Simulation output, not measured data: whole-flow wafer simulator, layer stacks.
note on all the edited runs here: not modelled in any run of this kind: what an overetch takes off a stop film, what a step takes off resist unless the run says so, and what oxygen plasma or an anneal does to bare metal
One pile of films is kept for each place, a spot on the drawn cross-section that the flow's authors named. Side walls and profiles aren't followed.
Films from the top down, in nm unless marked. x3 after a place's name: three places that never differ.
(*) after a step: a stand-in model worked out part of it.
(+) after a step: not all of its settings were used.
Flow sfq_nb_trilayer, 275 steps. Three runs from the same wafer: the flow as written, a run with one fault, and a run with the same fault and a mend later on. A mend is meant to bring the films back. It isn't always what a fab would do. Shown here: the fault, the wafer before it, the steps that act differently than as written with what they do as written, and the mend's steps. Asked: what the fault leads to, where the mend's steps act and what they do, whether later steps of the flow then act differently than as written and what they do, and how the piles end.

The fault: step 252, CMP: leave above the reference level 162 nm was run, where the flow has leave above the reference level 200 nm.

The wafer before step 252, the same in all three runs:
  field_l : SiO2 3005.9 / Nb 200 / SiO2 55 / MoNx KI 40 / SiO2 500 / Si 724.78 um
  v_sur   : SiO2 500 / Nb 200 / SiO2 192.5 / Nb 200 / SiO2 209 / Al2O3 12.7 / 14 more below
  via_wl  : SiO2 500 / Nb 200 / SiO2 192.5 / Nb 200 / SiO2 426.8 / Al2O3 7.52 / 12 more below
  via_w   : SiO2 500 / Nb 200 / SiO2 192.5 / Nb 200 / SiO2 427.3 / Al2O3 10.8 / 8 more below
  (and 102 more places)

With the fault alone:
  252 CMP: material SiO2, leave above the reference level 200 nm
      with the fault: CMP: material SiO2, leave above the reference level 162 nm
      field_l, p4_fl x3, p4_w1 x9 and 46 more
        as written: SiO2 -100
        with the fault: SiO2 -138
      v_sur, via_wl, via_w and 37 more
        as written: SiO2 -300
        with the fault: SiO2 -338
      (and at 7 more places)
  Later steps of the flow that act differently than as written (4 more steps differ only slightly, by at most 2% or 0.5 nm, whichever is larger, and aren't shown):
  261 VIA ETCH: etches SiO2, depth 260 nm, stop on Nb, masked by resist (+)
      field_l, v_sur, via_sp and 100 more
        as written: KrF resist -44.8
        with the fault: KrF resist -41.9
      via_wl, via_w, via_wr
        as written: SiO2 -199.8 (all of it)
        with the fault: SiO2 -161.8 (all of it)
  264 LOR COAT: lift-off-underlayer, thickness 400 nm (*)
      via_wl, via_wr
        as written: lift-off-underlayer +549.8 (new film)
        with the fault: lift-off-underlayer +521.3 (new film)
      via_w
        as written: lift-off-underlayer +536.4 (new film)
        with the fault: lift-off-underlayer +510.5 (new film)
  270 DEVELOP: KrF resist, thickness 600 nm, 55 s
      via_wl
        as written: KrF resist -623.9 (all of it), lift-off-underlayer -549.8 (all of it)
        with the fault: KrF resist -619.1 (all of it), lift-off-underlayer -521.3 (all of it)
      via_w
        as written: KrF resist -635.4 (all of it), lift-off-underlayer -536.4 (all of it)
        with the fault: KrF resist -628.5 (all of it), lift-off-underlayer -510.5 (all of it)
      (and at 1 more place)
  At the end the piles differ from the flow's by more than 2% or 0.5 nm, whichever is larger, at v_sur, via_sp, via_v and 83 more.
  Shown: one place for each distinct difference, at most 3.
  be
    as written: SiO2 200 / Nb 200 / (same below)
    with the fault: SiO2 162 / Nb 200 / (same below)
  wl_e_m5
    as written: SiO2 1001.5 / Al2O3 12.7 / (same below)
    with the fault: SiO2 963.5 / Al2O3 12.7 / (same below)
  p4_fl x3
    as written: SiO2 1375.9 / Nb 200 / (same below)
    with the fault: SiO2 1337.9 / Nb 200 / (same below)

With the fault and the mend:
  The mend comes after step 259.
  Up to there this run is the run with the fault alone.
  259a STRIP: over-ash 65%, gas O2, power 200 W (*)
      field_l, v_sur, via_sp and 100 more
        KrF resist -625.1 (all of it), anti-reflective coat -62 (all of it)
      via_wl, via_w, via_wr
        anti-reflective coat -62 (all of it)
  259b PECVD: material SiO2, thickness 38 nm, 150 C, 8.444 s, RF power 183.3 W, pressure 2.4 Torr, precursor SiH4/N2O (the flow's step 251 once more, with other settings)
      field_l, v_sur, via_wl and 103 more
        SiO2 +38
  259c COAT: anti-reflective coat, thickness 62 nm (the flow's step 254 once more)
      field_l, v_sur, via_wl and 103 more
        anti-reflective coat +62 (new film)
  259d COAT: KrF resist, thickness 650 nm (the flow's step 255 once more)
      field_l, v_sur, via_wl and 103 more
        KrF resist +650 (new film)
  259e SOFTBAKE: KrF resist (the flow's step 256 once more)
      changes no film at any place that is followed
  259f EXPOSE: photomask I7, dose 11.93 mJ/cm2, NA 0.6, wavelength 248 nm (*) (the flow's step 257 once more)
      changes no film at any place that is followed
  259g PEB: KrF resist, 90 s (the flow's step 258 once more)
      field_l, v_sur, via_wl and 103 more
        KrF resist -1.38
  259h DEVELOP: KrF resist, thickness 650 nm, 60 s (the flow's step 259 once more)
      field_l, v_sur, via_sp and 100 more
        KrF resist -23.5
      via_wl, via_w, via_wr
        KrF resist -648.6 (all of it)
  No later step of the flow acts differently than as written at any place that is followed.
  At the end the piles are the same as the flow's at every place that both follow.
